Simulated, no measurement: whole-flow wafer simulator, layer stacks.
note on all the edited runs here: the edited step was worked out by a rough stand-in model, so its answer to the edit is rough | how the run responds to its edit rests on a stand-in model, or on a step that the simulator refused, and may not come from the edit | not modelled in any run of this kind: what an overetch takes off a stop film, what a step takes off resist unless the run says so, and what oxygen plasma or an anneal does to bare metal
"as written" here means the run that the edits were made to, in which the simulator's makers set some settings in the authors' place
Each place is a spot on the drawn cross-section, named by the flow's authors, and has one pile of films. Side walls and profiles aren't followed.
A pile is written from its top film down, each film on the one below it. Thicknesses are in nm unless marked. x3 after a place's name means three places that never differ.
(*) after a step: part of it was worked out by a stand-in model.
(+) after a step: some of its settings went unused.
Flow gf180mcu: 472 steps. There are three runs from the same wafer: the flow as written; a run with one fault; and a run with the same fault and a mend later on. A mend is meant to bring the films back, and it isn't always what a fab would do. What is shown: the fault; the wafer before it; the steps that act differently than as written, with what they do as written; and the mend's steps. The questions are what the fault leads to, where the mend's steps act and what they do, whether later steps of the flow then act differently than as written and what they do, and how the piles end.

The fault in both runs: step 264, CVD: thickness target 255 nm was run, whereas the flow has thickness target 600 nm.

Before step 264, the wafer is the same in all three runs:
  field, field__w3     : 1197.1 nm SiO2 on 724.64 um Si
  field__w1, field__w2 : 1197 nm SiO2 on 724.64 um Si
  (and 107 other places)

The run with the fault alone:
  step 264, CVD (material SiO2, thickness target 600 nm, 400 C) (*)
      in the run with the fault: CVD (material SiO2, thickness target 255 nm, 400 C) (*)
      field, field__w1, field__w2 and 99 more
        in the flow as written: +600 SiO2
        in the run with the fault: +255 SiO2
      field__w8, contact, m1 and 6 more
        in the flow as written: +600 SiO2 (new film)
        in the run with the fault: +255 SiO2 (new film)
  Steps further on in the flow that do not act as written (not shown: 9 more steps that differ only slightly, by at most 2% or 0.5 nm, whichever is larger):
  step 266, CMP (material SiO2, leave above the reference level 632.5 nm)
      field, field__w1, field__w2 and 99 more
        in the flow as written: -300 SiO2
        in the run with the fault: nothing
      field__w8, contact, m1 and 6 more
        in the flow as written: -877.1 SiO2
        in the run with the fault: -532.1 SiO2
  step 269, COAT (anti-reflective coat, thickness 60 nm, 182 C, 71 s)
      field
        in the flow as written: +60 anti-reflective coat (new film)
        in the run with the fault: +77.9 anti-reflective coat (new film)
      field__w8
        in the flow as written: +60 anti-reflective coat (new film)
        in the run with the fault: +34.8 anti-reflective coat (new film)
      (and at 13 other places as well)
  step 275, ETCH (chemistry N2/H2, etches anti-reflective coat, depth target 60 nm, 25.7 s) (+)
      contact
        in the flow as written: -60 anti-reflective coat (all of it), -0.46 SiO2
        in the run with the fault: -36.3 anti-reflective coat (all of it), -1.07 SiO2
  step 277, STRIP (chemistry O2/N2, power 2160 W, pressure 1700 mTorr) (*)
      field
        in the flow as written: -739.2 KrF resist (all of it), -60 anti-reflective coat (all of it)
        in the run with the fault: -730.4 KrF resist (all of it), -77.9 anti-reflective coat (all of it)
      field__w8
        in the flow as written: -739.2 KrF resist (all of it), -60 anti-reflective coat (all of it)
        in the run with the fault: -734.7 KrF resist (all of it), -34.8 anti-reflective coat (all of it)
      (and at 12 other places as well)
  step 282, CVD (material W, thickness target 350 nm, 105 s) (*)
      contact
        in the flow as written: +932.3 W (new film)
        in the run with the fault: +886.9 W (new film)
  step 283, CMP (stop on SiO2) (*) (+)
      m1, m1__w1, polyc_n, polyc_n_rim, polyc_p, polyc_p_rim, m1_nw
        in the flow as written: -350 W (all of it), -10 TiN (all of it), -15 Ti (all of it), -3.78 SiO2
        in the run with the fault: -350 W (all of it), -10 TiN (all of it), -15 Ti (all of it), -5.52 SiO2
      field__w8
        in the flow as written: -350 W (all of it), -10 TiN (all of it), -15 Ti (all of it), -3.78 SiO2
        in the run with the fault: -350 W (all of it), -10 TiN (all of it), -15 Ti (all of it), -5.53 SiO2
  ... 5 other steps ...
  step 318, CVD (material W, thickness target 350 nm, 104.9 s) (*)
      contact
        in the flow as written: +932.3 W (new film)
        in the run with the fault: +975.7 W (new film)
  At contact, the piles at the end differ from the flow's by more than 2% or 0.5 nm, whichever is larger.
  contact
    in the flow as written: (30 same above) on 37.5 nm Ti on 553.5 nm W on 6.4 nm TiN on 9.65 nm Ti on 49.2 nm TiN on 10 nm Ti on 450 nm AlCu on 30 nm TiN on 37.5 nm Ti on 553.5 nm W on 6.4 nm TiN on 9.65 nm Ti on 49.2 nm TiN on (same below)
    in the run with the fault: (30 same above) on 37.5 nm Ti on 596.9 nm W on 6.5 nm TiN on 9.41 nm Ti on 49.2 nm TiN on 10 nm Ti on 450 nm AlCu on 30 nm TiN on 37.5 nm Ti on 508 nm W on 6.58 nm TiN on 9.91 nm Ti on 49.2 nm TiN on (same below)

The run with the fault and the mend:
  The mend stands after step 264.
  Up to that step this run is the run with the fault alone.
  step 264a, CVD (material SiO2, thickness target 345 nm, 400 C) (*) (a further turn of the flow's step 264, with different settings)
      field, field__w1, field__w2 and 108 more
        +345 SiO2
  None of the later steps of the flow acts differently than as written at any place that is followed.
  At every place that both follow, the piles at the end match the flow's.
